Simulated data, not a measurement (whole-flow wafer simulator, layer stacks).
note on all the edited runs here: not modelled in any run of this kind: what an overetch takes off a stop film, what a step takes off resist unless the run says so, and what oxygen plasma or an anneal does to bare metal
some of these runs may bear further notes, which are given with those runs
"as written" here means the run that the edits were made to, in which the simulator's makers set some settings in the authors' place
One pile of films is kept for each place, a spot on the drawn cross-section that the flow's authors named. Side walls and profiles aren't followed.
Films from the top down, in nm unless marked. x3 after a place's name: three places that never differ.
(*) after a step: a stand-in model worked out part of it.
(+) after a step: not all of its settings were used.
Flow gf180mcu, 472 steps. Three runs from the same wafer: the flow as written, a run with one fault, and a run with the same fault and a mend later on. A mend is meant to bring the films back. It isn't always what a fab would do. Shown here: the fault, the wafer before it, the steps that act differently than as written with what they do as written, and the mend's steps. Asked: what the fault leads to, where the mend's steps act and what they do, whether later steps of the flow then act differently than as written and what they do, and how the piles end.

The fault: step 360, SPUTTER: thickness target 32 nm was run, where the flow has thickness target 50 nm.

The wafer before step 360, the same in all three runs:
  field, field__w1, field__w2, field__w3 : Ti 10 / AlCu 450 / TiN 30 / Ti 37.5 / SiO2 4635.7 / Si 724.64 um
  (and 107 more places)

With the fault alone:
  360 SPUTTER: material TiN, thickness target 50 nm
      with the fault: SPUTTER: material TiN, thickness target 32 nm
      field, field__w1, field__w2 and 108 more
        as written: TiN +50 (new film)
        with the fault: TiN +32 (new film)
  Later steps of the flow that act differently than as written (3 more steps differ only slightly, by at most 2% or 0.5 nm, whichever is larger, and aren't shown):
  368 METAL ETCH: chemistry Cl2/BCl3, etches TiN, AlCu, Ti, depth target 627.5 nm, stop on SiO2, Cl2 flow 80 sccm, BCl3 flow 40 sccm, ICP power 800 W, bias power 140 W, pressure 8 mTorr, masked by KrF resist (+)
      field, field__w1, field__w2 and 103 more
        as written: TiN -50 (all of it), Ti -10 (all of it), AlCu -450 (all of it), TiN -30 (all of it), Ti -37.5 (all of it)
        with the fault: TiN -32 (all of it), Ti -10 (all of it), AlCu -450 (all of it), TiN -30 (all of it), Ti -37.5 (all of it)
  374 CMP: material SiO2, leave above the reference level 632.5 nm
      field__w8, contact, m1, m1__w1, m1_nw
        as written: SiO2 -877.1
        with the fault: SiO2 -859.1
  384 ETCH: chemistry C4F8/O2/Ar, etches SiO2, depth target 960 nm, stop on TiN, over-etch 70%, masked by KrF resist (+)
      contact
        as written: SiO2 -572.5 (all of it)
        with the fault: SiO2 -590.5 (all of it)
  At the end the piles differ from the flow's by more than 2% or 0.5 nm, whichever is larger, at field__w8, contact, m1, m1__w1, m1_nw.
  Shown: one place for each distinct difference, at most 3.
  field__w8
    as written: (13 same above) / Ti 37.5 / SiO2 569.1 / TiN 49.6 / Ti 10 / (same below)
    with the fault: (13 same above) / Ti 37.5 / SiO2 587.1 / TiN 31.6 / Ti 10 / (same below)
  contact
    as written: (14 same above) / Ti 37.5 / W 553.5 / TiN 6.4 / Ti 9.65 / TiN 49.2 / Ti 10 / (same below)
    with the fault: (14 same above) / Ti 37.5 / W 571.7 / TiN 6.34 / Ti 9.55 / TiN 31.2 / Ti 10 / (same below)

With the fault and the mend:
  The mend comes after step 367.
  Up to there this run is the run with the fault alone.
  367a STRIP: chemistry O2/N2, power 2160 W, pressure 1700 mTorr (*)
      field__w8, contact, m1, m1__w1, m1_nw
        KrF resist -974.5 (all of it)
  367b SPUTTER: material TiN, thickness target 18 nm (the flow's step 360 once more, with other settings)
      field, field__w1, field__w2 and 108 more
        TiN +18
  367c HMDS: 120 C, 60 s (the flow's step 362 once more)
      changes no film at any place that is followed
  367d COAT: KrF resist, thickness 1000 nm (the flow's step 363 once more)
      field, field__w1, field__w2 and 108 more
        KrF resist +1000 (new film)
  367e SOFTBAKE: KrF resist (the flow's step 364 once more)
      changes no film at any place that is followed
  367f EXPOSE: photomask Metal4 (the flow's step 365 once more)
      changes no film at any place that is followed
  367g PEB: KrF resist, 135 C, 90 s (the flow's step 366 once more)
      field, field__w1, field__w2 and 108 more
        KrF resist -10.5
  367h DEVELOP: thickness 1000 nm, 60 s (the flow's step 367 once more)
      field, field__w1, field__w2 and 103 more
        KrF resist -989.5 (all of it)
      field__w8, contact, m1, m1__w1, m1_nw
        KrF resist -14.9
  No later step of the flow acts differently than as written at any place that is followed.
  At the end the piles are the same as the flow's at every place that both follow.
